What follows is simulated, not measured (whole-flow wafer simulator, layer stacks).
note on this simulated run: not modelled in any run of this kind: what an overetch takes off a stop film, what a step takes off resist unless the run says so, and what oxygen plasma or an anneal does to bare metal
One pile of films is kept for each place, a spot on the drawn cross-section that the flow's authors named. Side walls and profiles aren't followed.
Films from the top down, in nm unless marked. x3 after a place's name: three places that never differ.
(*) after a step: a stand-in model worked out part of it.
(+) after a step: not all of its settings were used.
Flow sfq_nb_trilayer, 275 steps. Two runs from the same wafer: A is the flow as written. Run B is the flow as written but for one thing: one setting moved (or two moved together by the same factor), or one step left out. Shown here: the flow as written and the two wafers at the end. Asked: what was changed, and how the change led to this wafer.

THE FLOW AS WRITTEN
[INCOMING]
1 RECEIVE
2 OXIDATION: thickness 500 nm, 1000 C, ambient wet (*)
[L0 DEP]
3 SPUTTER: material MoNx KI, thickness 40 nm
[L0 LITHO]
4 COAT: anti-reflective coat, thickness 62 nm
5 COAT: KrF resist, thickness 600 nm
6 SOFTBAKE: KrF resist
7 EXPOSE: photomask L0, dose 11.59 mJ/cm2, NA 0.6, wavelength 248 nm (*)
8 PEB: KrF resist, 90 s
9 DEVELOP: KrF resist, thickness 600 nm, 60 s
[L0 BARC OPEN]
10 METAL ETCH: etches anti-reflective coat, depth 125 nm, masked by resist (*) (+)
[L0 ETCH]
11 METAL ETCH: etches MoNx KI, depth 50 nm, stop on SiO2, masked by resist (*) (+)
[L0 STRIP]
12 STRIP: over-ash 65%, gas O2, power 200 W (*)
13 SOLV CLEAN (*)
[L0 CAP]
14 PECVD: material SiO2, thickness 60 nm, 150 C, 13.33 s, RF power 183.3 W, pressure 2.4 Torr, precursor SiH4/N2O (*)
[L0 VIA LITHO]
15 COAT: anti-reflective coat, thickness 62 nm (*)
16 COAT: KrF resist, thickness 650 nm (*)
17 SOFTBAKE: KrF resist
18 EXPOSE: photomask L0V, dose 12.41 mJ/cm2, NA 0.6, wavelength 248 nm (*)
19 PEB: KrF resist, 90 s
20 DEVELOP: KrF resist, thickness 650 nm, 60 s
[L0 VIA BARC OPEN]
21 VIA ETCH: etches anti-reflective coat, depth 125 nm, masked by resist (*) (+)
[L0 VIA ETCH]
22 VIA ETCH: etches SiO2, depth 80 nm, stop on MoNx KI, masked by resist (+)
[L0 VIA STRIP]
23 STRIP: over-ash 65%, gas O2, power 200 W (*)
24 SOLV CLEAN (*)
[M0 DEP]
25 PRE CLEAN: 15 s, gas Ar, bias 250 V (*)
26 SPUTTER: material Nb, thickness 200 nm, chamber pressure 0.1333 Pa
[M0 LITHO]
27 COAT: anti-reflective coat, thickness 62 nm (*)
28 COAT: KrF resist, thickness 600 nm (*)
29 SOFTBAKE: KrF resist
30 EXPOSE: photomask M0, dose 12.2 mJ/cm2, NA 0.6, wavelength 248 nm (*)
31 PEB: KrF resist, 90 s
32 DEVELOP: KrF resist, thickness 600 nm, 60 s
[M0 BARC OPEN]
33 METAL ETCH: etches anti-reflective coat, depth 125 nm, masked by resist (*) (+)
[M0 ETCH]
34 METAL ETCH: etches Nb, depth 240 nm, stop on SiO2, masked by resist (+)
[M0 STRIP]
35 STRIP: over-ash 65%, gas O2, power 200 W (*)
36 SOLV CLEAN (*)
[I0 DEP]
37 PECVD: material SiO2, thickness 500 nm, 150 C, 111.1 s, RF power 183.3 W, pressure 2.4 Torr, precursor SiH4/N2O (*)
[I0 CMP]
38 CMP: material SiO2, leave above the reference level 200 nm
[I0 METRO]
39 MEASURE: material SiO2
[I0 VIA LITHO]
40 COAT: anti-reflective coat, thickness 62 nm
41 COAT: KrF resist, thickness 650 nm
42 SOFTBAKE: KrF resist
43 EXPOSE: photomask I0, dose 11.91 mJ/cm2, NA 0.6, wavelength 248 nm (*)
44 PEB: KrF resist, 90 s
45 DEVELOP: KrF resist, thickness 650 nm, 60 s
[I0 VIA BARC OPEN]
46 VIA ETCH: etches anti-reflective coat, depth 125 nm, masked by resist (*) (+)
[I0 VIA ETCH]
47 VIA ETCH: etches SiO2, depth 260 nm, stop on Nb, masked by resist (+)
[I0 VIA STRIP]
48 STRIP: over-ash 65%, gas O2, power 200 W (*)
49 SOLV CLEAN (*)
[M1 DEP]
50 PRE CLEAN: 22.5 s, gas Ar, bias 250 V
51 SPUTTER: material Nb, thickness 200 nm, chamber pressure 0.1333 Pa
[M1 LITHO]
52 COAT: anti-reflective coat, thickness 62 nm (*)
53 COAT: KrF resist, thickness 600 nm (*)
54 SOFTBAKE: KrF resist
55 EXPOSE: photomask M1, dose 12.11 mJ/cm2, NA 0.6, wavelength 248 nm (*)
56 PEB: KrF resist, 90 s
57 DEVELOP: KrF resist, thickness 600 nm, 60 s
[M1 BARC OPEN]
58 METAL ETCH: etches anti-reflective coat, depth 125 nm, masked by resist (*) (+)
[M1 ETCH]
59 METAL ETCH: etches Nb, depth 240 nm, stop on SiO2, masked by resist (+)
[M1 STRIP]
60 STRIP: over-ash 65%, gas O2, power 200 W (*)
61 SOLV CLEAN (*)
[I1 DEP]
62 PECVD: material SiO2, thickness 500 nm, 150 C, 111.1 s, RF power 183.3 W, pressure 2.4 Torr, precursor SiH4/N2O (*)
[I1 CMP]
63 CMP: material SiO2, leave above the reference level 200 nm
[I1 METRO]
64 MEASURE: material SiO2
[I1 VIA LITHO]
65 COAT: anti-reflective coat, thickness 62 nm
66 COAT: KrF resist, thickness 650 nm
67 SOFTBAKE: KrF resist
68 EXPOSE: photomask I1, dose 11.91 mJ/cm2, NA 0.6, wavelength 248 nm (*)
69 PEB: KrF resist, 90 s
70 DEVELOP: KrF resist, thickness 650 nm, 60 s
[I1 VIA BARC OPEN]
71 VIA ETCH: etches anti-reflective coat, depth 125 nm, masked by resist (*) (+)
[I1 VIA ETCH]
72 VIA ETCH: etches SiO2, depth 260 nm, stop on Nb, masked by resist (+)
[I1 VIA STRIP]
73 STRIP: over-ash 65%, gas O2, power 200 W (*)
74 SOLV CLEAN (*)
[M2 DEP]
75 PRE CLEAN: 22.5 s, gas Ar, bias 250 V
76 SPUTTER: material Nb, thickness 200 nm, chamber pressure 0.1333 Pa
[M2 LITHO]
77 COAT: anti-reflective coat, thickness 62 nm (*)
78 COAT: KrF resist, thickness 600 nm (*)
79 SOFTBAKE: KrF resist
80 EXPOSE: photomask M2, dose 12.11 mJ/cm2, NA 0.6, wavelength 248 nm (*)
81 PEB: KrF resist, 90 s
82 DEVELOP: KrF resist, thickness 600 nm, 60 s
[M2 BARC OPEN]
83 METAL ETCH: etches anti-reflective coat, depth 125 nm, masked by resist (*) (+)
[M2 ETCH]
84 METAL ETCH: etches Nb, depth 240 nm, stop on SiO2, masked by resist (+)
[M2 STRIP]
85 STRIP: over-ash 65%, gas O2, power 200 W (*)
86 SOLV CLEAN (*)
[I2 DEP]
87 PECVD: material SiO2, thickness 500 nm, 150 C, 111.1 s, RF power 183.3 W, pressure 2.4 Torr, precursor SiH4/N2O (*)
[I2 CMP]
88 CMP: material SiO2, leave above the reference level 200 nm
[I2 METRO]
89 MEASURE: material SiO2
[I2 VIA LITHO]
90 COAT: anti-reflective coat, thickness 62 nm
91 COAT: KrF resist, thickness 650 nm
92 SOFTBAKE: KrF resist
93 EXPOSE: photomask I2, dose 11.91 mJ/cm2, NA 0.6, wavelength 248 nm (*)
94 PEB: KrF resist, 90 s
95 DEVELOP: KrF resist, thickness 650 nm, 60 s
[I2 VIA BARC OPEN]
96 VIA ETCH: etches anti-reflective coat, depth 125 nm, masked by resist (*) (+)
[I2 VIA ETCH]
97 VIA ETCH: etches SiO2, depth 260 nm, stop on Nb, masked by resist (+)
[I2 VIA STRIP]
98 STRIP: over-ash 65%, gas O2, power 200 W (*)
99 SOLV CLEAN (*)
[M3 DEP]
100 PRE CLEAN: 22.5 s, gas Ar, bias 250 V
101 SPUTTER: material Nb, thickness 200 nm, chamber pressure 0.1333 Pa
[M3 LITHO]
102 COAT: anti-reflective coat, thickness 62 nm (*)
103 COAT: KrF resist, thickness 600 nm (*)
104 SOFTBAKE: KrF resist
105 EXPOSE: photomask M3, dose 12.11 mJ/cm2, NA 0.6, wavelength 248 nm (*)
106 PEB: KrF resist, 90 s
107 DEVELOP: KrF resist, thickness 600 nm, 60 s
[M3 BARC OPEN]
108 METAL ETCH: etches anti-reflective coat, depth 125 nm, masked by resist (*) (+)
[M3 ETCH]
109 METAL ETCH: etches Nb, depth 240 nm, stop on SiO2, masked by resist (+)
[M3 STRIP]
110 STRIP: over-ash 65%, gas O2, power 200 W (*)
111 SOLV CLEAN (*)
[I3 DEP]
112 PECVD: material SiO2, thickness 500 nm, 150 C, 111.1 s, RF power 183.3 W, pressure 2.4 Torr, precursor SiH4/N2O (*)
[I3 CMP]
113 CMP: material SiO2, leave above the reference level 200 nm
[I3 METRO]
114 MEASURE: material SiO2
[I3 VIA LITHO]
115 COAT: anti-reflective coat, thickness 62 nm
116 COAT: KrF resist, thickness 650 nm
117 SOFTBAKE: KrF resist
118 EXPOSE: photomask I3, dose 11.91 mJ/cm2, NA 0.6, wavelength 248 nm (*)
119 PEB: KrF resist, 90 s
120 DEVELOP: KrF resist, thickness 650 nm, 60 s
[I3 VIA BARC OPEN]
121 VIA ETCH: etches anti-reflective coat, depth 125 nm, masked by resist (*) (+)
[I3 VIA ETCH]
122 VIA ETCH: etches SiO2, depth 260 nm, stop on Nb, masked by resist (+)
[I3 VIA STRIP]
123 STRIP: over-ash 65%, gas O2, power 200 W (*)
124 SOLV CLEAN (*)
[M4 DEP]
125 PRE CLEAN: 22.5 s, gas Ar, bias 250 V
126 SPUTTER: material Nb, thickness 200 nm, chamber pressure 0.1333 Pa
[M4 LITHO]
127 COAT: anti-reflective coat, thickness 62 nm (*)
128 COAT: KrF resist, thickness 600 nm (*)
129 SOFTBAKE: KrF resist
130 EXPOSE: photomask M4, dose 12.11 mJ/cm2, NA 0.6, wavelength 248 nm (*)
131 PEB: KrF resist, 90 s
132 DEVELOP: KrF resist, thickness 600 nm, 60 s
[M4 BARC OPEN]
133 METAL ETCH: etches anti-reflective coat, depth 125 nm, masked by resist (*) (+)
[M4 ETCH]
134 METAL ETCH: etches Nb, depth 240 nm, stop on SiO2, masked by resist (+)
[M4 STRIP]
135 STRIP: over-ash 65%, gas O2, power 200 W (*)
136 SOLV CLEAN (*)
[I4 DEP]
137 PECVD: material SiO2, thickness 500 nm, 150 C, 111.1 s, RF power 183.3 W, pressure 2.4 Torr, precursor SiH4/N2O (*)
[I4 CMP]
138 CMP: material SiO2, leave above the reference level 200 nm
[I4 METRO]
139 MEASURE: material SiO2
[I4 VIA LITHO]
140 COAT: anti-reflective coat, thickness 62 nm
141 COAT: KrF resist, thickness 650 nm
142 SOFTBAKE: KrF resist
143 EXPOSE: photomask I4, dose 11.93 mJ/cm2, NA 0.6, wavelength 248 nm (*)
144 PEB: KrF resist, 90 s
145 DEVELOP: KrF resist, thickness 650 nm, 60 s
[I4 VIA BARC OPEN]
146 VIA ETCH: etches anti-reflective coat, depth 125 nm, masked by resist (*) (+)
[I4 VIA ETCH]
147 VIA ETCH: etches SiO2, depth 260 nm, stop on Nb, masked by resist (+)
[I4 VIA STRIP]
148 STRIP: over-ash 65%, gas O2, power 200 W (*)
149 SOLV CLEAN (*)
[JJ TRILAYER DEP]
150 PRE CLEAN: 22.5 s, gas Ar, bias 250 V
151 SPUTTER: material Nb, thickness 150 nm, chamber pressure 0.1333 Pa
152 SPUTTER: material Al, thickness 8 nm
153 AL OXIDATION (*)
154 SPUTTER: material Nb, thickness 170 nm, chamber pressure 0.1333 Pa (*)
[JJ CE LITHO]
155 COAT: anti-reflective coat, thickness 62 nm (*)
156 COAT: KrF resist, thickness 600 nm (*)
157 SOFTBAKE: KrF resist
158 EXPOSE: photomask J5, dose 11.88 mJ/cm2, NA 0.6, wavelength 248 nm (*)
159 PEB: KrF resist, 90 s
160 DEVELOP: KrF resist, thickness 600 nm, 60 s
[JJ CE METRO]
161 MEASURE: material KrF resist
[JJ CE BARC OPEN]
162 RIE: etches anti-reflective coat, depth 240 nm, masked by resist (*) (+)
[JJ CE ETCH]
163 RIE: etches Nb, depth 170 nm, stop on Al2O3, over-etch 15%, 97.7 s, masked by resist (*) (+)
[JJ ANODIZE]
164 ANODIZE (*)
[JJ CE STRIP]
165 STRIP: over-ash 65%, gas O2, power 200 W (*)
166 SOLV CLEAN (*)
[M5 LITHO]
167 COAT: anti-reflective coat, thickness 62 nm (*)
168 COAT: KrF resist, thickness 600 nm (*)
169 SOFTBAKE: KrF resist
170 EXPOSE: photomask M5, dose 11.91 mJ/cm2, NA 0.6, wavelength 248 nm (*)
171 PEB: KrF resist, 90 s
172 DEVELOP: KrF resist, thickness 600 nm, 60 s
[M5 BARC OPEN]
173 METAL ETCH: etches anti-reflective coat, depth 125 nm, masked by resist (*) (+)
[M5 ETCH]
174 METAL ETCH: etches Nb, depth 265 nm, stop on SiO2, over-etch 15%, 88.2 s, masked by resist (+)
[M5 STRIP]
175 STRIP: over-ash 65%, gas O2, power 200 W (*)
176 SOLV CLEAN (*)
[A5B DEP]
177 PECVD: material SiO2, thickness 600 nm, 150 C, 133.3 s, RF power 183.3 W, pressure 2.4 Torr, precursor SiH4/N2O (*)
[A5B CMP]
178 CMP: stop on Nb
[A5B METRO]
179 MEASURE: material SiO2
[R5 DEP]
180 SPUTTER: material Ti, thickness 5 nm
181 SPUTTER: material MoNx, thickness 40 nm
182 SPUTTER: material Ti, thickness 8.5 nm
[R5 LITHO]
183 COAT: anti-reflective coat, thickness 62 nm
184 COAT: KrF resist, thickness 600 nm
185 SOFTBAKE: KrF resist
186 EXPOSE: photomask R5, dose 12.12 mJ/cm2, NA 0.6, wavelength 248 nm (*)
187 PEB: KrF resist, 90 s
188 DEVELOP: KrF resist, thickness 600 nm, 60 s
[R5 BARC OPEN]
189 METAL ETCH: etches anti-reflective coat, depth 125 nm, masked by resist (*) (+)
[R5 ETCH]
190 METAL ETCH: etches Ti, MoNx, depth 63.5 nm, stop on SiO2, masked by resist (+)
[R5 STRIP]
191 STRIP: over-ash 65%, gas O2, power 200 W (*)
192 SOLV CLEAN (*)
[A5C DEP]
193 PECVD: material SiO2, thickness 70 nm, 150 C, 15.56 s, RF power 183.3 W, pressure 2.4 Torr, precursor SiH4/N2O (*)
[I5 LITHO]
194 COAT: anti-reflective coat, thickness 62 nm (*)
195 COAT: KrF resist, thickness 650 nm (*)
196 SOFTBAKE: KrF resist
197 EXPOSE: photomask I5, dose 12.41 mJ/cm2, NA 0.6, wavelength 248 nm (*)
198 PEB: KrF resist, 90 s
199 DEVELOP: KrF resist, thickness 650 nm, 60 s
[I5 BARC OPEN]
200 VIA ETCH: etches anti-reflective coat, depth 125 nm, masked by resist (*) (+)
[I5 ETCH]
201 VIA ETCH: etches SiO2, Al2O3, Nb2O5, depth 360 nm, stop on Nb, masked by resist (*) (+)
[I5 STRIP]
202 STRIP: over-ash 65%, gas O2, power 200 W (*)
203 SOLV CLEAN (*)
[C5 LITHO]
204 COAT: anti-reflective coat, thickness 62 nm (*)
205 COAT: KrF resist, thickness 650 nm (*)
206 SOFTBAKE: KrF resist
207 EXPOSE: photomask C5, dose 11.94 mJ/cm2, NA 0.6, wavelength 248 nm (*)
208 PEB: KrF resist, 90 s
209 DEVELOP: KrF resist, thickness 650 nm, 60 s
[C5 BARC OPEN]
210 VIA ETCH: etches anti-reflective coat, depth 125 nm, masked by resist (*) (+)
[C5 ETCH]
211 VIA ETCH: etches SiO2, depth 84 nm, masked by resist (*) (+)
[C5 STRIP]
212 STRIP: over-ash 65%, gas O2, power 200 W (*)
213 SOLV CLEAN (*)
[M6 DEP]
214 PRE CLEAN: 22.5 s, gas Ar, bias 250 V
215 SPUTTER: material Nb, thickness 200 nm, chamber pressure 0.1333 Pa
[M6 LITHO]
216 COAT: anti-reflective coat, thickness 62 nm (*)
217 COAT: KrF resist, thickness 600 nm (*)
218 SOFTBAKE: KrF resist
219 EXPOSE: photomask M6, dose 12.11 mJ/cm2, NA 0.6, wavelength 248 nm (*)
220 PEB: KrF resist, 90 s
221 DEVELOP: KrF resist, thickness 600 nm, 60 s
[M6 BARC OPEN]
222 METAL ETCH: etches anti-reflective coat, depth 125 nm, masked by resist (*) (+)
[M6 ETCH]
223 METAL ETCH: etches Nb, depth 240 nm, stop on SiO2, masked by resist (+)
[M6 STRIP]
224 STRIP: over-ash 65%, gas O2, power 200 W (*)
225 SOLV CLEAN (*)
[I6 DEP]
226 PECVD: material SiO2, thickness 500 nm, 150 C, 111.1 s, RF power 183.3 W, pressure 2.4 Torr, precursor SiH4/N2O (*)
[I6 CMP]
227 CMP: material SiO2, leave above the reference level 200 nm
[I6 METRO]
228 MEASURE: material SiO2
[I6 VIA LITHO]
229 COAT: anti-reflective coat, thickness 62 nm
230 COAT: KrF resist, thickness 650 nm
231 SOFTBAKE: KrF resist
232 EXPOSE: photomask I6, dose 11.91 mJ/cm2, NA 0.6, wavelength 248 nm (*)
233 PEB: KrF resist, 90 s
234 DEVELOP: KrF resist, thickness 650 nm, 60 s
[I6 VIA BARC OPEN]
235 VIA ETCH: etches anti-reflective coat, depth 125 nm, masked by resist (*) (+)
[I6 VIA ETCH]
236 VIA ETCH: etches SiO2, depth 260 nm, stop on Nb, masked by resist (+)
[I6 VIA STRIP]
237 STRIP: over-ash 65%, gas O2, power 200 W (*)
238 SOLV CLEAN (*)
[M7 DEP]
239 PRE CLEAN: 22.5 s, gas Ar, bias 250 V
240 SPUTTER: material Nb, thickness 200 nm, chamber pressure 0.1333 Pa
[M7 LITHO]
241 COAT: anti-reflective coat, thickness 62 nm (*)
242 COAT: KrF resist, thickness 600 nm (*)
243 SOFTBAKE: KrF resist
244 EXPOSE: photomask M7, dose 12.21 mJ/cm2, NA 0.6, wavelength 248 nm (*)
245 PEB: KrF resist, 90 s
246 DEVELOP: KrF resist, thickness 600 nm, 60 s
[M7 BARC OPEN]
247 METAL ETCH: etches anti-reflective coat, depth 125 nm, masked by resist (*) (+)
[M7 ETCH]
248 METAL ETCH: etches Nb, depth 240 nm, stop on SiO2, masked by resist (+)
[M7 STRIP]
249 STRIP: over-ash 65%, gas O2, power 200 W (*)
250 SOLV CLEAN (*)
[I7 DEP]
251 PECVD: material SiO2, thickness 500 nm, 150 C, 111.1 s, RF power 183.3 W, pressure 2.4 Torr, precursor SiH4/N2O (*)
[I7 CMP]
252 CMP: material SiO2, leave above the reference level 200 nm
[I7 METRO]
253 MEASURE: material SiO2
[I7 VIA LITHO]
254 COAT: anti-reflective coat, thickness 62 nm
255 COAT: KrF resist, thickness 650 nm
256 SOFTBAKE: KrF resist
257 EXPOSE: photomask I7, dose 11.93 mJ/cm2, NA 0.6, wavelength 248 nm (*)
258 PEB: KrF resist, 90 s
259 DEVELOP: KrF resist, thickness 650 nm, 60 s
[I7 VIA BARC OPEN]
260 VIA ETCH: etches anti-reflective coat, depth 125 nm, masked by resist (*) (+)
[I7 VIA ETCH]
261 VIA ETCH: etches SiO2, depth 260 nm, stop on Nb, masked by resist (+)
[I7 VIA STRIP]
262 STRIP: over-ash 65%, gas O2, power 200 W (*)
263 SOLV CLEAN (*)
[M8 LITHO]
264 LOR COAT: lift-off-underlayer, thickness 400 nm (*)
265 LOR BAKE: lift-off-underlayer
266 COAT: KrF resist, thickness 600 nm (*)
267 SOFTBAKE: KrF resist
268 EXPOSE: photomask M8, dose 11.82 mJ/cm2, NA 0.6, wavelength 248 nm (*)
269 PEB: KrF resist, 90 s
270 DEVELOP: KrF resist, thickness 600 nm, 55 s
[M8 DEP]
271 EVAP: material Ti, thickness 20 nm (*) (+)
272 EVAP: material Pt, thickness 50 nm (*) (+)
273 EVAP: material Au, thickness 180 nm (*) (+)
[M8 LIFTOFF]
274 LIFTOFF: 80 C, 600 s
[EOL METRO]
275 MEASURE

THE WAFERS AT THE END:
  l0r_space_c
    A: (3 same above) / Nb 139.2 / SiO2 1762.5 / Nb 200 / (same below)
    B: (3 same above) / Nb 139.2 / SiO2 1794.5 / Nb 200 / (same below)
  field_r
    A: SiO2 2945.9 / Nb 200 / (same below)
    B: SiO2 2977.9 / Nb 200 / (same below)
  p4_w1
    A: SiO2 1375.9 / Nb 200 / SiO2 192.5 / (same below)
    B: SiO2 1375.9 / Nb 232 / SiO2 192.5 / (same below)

The cause: step 126, SPUTTER: thickness 232 nm was run, where the flow has thickness 200 nm.
It can be read off the wafer: p4_w1 has Nb 232, and step 126 as written asks for 200 nm.

How the change led to this, step by step:
  126 SPUTTER: material Nb, thickness 200 nm, chamber pressure 0.1333 Pa
      field_l, v_sur, via_wl and 102 more: A Nb +200 (new film) | B Nb +232 (new film)
      via_v: A Nb +165.5 | B Nb +192.3
  134 METAL ETCH: etches Nb, depth 240 nm, stop on SiO2, masked by resist (+)
      field_l, be, be_sur and 64 more: A Nb -200 (all of it) | B Nb -232 (all of it)
  137 PECVD: material SiO2, thickness 500 nm, 150 C, 111.1 s, RF power 183.3 W, pressure 2.4 Torr, precursor SiH4/N2O (*)
      p3_s0, p3_s1, p3_s2, p3_s3, p3_s4, p3_s5: A SiO2 +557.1 | B SiO2 +589.1
  138 CMP: material SiO2, leave above the reference level 200 nm
      field_l, be, be_sur and 55 more: A SiO2 -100 | B SiO2 -68
      lsp_r, l0_sur, l0v: A SiO2 -91.9 | B SiO2 -58.6
